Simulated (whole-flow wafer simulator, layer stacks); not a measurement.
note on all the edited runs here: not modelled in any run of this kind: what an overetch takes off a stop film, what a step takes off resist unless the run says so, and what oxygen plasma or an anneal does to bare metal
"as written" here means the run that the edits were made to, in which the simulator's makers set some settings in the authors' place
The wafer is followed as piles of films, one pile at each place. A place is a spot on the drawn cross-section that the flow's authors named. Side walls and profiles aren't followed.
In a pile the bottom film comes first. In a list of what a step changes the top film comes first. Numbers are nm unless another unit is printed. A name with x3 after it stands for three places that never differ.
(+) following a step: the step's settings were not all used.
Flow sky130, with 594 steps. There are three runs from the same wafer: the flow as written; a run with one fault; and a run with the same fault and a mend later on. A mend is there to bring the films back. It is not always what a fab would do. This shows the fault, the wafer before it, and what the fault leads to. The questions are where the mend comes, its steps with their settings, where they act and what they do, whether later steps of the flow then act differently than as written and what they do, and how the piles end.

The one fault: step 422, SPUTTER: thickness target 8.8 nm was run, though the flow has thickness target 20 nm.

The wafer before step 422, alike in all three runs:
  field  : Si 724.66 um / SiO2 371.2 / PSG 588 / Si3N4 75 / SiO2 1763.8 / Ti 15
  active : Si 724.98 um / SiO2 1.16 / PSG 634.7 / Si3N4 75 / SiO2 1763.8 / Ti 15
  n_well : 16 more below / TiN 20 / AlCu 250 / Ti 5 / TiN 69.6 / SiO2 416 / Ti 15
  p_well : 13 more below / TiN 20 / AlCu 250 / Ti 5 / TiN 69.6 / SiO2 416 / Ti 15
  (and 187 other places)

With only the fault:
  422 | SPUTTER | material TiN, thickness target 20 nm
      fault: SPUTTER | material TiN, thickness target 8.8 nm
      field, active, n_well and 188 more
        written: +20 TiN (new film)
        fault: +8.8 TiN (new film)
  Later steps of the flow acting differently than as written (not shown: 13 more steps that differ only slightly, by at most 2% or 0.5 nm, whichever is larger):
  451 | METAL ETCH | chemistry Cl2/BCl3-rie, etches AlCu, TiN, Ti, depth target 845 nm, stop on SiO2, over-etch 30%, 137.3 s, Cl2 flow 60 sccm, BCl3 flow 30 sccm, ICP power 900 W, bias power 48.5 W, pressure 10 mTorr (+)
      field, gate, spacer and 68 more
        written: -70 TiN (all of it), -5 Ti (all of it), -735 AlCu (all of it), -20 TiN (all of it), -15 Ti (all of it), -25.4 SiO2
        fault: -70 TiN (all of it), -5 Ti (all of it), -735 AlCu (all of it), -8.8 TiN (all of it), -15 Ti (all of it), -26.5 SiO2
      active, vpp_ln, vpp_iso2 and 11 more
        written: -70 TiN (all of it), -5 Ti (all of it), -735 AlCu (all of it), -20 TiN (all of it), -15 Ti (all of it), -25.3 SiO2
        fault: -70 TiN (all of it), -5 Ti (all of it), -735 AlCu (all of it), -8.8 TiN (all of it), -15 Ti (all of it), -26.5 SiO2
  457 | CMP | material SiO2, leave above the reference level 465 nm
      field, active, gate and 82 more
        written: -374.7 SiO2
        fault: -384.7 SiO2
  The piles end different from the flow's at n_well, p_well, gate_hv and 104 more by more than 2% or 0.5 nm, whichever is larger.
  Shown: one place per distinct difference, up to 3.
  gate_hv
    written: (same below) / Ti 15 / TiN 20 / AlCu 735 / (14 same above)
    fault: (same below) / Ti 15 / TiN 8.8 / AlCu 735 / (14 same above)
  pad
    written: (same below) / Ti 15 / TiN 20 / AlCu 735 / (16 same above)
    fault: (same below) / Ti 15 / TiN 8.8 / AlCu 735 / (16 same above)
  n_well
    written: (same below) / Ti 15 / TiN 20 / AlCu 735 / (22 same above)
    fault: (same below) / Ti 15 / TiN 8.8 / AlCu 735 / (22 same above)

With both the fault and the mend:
  After step 422 comes the mend.
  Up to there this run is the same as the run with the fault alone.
  422a | SPUTTER | material TiN, thickness target 11.2 nm (a further turn of the flow's step 422, with different settings)
      field, active, n_well and 188 more
        +11.2 TiN
  None of the later steps of the flow acts differently than as written at any place that is followed.
  The piles end the same as the flow's at every place that both follow.
